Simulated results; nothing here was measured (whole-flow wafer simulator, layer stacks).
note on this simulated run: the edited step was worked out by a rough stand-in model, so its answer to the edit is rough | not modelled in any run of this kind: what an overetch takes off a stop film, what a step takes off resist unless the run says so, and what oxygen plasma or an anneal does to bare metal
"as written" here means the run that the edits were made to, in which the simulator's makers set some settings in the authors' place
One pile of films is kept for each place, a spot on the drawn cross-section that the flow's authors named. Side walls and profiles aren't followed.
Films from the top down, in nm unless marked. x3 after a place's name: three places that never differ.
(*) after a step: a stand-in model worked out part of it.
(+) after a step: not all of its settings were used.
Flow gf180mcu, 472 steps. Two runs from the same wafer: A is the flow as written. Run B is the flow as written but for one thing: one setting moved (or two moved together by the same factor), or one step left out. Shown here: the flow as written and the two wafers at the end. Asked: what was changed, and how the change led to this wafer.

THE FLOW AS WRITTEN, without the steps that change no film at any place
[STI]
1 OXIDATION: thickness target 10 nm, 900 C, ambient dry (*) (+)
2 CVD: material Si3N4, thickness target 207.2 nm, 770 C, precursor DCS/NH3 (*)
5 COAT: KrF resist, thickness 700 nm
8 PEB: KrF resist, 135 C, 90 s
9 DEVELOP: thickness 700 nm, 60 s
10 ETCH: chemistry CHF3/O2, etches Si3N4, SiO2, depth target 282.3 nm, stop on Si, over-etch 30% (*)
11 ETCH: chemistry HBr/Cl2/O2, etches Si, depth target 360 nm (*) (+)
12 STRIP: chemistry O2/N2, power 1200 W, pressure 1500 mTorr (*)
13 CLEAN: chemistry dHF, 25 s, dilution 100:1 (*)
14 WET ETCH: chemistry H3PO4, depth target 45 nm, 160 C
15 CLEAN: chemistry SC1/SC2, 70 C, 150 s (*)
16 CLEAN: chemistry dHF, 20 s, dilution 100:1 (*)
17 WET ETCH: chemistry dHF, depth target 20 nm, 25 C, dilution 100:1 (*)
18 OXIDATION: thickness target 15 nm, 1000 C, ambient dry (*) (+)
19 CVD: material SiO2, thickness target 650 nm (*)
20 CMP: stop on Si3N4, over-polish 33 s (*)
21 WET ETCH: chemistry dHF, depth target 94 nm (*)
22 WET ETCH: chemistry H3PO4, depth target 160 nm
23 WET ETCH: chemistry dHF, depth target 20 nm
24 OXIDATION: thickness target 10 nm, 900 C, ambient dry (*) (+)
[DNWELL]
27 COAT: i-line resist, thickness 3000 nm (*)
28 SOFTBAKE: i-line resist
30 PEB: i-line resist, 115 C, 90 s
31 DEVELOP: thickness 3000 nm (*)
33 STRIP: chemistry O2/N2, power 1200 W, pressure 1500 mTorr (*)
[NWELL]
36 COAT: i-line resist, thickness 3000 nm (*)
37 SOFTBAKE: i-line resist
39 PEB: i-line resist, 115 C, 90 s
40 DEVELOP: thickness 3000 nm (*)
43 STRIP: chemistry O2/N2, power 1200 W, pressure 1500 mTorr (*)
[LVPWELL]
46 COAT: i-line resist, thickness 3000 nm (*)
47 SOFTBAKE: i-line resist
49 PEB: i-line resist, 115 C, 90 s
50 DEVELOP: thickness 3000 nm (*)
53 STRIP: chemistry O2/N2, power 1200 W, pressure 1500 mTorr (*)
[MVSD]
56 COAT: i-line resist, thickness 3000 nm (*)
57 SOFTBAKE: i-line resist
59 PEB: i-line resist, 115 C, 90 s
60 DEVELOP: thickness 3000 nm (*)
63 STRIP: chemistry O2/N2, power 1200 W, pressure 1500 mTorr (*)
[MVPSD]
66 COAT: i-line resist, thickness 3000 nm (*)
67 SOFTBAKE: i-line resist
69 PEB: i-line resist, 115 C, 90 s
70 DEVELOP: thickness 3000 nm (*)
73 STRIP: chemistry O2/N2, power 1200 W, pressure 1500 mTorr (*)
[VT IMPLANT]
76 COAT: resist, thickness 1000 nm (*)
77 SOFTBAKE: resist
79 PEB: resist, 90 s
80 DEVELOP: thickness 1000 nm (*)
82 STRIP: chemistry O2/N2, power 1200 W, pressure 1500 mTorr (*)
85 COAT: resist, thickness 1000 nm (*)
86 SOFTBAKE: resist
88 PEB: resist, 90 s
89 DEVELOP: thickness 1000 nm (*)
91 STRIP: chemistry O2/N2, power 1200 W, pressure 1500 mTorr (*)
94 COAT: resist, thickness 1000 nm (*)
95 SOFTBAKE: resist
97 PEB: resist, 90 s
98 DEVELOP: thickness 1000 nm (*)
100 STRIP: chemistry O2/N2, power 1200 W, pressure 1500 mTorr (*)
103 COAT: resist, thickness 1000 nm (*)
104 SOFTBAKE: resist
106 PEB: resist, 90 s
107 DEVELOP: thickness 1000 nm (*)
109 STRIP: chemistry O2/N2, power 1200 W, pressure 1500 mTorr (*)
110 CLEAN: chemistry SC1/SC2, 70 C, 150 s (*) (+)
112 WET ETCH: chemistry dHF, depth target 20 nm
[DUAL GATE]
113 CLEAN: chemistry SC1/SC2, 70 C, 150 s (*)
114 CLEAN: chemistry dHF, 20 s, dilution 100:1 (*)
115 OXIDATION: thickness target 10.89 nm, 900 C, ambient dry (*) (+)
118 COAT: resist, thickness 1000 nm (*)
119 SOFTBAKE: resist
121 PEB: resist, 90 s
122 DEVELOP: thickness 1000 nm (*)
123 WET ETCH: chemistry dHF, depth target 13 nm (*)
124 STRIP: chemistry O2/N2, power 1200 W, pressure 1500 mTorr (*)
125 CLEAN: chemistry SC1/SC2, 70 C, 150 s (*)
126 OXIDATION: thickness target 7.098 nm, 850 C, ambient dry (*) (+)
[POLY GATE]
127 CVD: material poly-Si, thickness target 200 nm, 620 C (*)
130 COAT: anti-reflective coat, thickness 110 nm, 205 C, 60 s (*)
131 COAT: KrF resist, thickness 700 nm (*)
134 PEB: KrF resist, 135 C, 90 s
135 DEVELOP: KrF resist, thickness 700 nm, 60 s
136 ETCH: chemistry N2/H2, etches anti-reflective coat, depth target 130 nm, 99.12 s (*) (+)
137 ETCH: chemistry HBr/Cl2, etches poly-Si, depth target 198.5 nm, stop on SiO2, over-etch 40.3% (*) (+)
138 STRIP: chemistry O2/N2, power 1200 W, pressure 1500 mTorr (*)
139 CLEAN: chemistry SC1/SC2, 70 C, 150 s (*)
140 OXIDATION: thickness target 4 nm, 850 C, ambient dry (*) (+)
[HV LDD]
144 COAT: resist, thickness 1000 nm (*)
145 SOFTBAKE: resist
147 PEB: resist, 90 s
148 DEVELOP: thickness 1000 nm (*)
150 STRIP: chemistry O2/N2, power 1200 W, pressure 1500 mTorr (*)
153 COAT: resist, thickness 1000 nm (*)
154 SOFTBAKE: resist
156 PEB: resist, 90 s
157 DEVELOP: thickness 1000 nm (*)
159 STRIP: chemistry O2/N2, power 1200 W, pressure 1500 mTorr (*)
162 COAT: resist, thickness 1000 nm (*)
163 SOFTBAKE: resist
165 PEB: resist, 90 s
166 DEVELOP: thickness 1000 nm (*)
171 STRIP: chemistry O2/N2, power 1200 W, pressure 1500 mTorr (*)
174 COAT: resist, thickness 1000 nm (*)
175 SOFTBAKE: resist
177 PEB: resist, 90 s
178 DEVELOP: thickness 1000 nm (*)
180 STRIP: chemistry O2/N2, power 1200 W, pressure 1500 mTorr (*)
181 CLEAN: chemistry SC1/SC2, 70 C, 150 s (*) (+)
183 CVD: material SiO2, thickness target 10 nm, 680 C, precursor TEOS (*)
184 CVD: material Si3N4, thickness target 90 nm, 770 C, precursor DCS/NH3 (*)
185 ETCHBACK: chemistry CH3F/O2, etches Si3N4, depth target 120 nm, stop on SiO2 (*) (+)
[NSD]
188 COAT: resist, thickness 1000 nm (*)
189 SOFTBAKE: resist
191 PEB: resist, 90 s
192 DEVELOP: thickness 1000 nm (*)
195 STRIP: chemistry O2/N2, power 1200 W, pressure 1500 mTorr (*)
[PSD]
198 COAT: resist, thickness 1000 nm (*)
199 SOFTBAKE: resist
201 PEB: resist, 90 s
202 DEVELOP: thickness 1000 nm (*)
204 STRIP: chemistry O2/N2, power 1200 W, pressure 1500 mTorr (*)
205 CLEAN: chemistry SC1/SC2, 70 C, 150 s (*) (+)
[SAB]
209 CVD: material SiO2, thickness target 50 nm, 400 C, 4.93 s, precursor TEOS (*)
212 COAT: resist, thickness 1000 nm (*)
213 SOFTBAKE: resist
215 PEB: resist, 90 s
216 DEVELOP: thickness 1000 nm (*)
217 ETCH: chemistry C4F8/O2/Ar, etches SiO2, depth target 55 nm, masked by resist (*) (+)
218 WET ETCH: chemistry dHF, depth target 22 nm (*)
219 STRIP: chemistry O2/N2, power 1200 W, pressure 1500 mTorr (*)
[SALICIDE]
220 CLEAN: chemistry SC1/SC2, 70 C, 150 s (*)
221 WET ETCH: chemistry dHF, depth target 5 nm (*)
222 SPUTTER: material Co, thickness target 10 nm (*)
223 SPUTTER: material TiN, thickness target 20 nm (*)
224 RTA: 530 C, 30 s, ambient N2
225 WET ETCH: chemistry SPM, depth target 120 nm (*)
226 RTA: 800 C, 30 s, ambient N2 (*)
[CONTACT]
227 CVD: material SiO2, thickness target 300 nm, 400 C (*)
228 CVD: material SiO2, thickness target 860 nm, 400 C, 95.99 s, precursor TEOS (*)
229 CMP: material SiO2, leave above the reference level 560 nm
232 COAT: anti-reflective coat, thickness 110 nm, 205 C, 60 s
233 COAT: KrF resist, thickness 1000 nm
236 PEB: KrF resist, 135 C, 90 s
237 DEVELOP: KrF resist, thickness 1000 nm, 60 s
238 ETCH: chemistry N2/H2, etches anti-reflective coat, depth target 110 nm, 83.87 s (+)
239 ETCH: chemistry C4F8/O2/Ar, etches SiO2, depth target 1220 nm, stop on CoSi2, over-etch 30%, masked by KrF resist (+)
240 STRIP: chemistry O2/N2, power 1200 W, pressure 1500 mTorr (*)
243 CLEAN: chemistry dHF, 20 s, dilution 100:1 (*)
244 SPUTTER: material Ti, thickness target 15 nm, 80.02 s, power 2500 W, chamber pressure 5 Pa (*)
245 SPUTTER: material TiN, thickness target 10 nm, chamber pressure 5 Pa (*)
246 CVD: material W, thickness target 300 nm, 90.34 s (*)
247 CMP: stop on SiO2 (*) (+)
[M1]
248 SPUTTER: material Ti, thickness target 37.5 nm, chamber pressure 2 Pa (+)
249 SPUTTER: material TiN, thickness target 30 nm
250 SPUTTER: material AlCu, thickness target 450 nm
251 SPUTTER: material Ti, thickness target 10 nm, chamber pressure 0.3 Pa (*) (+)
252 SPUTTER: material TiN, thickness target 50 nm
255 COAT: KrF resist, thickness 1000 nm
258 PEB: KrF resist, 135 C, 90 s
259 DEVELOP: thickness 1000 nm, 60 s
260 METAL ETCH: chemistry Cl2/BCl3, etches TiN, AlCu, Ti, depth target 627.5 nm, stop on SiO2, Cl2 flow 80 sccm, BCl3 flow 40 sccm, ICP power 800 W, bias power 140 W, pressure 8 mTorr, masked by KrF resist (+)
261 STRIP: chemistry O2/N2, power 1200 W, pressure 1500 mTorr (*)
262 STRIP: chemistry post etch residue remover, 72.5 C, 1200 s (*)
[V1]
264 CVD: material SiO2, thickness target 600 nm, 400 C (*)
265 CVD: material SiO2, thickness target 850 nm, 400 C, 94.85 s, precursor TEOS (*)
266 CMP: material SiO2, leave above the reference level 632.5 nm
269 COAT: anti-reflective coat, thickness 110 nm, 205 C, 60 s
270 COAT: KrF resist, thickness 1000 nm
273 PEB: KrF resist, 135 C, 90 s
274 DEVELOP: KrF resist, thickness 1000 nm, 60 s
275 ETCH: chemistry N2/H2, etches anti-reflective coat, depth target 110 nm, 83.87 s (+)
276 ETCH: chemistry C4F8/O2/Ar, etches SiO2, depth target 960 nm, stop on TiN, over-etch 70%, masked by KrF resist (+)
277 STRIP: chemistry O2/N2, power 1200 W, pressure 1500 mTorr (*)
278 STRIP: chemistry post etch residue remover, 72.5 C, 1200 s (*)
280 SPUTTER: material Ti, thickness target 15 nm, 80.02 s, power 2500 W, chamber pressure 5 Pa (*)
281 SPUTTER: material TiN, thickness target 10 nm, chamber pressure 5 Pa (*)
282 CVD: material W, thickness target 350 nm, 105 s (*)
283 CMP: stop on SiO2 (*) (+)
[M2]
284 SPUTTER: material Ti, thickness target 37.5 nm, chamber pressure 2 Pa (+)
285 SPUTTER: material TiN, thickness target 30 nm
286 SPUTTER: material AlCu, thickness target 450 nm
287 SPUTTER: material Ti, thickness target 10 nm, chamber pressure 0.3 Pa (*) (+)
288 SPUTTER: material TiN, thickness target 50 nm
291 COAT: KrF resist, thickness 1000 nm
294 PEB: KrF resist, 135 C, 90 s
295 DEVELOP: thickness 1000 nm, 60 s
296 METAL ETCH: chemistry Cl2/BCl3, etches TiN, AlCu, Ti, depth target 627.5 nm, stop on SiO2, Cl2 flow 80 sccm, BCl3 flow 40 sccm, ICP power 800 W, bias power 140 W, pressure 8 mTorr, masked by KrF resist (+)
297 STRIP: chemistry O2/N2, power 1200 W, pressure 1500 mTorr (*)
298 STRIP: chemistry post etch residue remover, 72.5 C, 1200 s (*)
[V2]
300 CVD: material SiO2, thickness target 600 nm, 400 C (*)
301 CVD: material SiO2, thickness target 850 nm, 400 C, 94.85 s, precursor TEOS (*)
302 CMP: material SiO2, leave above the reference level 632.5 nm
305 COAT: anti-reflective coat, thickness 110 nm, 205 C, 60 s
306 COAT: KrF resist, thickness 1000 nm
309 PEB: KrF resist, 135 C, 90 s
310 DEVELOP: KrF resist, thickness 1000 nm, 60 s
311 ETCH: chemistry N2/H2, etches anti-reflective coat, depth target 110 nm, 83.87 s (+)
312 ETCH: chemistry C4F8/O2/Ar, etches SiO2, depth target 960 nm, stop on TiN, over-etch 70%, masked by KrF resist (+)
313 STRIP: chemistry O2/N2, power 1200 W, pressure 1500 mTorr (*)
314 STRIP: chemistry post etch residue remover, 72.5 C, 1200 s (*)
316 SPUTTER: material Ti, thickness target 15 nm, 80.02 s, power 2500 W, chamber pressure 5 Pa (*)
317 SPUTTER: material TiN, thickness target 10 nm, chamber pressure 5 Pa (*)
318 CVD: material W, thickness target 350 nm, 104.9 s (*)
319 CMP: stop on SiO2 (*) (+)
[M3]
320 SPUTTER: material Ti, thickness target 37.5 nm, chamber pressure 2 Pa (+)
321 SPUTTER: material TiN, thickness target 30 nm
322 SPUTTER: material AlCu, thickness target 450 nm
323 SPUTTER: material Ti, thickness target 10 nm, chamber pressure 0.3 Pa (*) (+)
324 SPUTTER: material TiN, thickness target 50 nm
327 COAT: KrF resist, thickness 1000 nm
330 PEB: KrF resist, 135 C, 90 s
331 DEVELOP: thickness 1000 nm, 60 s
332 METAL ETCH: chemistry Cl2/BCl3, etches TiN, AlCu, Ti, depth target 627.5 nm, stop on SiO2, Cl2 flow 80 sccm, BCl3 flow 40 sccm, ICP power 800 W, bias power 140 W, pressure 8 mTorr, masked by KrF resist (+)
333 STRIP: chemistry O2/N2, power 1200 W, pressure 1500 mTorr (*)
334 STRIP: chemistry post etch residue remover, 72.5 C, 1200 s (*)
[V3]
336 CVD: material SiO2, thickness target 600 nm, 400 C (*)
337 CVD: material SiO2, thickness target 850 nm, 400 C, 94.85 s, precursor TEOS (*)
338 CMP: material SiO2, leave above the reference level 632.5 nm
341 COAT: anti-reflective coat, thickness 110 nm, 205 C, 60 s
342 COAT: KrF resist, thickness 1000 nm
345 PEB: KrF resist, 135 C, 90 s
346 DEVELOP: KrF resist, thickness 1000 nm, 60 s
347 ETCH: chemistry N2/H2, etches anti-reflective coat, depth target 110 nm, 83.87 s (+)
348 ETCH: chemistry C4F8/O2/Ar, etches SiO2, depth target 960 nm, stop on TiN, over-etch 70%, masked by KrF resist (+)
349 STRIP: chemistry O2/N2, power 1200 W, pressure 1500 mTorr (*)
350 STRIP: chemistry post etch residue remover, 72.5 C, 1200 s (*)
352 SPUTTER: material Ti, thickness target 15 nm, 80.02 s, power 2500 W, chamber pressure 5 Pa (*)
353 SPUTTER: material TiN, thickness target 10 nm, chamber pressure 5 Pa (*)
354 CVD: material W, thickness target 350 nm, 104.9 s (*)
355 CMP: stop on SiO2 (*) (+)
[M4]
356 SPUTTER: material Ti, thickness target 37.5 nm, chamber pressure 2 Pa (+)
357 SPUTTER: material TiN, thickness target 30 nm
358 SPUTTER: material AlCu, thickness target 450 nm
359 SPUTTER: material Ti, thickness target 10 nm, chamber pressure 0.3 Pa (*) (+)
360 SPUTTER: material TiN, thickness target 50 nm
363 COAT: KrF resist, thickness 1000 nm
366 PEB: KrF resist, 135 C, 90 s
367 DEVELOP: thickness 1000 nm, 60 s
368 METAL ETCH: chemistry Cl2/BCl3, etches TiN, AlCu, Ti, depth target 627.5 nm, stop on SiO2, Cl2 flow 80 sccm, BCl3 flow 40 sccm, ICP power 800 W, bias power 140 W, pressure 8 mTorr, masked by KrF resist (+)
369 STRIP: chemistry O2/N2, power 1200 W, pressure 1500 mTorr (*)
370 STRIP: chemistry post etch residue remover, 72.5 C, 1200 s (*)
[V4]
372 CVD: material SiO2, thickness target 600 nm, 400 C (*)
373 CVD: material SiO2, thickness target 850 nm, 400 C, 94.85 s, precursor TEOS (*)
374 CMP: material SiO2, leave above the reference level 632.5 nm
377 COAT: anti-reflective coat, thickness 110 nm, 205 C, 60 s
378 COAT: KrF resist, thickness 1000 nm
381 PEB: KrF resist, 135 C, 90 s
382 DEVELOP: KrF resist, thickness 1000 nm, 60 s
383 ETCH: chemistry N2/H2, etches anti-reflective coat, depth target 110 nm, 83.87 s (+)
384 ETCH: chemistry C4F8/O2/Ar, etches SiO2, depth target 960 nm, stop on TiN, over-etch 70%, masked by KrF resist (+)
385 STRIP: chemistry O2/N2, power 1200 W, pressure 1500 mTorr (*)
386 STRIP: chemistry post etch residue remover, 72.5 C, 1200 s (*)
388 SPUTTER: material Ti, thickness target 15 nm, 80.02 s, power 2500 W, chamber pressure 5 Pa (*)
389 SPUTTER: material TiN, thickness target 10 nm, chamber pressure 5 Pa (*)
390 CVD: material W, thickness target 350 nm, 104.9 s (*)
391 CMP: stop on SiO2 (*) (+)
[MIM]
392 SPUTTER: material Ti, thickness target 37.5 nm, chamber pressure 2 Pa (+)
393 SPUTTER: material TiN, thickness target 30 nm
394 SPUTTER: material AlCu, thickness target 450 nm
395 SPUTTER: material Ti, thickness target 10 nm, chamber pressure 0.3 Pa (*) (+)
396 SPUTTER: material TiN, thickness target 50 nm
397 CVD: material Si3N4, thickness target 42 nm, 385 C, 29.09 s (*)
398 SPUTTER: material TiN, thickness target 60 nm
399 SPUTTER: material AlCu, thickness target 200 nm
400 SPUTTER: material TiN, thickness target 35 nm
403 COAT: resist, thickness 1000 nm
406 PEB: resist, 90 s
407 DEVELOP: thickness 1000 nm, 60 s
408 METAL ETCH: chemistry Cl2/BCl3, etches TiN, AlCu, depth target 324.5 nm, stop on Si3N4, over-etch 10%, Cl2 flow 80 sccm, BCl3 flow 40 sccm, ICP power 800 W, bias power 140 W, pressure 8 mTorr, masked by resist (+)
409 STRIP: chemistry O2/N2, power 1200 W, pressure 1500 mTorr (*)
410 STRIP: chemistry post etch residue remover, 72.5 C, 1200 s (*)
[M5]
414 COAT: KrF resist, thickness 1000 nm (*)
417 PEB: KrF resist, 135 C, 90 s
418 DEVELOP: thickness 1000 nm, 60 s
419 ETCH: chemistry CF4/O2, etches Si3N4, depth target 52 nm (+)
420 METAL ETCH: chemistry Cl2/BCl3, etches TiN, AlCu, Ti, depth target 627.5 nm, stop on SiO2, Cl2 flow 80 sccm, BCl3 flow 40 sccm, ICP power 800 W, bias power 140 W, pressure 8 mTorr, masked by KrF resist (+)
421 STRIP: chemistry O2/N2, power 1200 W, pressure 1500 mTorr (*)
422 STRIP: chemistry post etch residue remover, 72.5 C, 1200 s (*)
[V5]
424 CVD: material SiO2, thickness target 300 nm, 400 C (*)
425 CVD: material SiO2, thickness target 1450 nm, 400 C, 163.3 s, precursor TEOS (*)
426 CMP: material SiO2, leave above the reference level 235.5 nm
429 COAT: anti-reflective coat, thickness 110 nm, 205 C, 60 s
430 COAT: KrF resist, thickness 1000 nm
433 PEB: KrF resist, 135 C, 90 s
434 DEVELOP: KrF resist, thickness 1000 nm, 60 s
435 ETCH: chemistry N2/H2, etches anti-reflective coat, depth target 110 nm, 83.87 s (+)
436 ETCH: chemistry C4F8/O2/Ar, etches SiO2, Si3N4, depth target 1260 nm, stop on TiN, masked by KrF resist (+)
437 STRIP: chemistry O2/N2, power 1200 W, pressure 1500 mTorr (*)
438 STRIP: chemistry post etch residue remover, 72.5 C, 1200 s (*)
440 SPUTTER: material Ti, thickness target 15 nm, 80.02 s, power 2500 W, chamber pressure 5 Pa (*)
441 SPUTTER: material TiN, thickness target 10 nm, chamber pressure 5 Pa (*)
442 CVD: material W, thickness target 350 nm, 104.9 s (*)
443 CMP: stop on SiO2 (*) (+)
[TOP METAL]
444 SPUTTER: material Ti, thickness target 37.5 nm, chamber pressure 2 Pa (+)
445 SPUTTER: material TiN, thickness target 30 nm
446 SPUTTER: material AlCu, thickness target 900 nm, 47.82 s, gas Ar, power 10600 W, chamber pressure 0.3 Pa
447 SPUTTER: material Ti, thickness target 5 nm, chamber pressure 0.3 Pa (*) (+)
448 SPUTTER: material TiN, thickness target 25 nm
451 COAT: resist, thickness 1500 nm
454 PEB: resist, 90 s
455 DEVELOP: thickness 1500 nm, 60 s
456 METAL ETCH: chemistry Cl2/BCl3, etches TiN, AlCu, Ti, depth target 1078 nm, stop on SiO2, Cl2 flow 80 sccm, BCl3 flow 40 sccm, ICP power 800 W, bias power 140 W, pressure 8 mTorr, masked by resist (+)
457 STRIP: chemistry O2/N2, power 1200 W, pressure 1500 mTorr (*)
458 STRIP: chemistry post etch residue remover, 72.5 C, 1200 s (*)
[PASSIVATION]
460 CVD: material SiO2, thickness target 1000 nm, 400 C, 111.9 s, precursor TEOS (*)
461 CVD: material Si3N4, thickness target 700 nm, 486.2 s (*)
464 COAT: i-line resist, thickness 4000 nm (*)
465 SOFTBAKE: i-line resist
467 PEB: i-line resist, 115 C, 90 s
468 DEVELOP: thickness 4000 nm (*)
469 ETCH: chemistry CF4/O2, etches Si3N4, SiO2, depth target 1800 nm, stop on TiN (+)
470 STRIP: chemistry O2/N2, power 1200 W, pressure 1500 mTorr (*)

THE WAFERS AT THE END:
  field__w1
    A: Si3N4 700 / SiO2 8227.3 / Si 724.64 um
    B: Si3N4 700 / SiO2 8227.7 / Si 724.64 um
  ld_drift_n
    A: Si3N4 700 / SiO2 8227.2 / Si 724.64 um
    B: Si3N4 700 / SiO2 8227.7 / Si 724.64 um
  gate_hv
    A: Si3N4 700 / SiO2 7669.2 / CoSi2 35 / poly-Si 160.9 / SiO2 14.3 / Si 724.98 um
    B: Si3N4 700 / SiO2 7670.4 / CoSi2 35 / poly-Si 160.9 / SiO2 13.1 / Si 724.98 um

The cause: step 115, OXIDATION: thickness target 9.58 nm was run, where the flow has thickness target 10.89 nm.

How the change led to this, step by step:
  115 OXIDATION: thickness target 10.89 nm, 900 C, ambient dry (*) (+)
      active, n_well, p_well and 40 more: A SiO2 +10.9 (new film), Si -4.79 | B SiO2 +9.58 (new film), Si -4.22
  123 WET ETCH: chemistry dHF, depth target 13 nm (*)
      active, n_well, p_well and 12 more: A SiO2 -10.9 (all of it) | B SiO2 -9.58 (all of it)
  189 SOFTBAKE: resist
      nw_enc_fld_lv__w3: A resist +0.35 | B resist -0.5
  199 SOFTBAKE: resist
      nw_enc_fld_lv__w3: A resist +0.35 | B resist -0.5
  218 WET ETCH: chemistry dHF, depth target 22 nm (*)
      ldn_tap, ldn_src, ldn_drn, ldp_tap, ldp_src, ldp_drn, ldp_gr: A SiO2 -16 (all of it) | B SiO2 -14.8 (all of it)
      ld_drn_n, ld_sd_p: A SiO2 -14.8 (all of it) | B SiO2 -13.7 (all of it)
      (and at 5 more places)
  223 SPUTTER: material TiN, thickness target 20 nm (*)
      field__w12: A TiN +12 (new film) | B TiN +12.6 (new film)
  225 WET ETCH: chemistry SPM, depth target 120 nm (*)
      field__w12: A TiN -12 (all of it), Co -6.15 (all of it) | B TiN -12.6 (all of it), Co -6.15 (all of it)
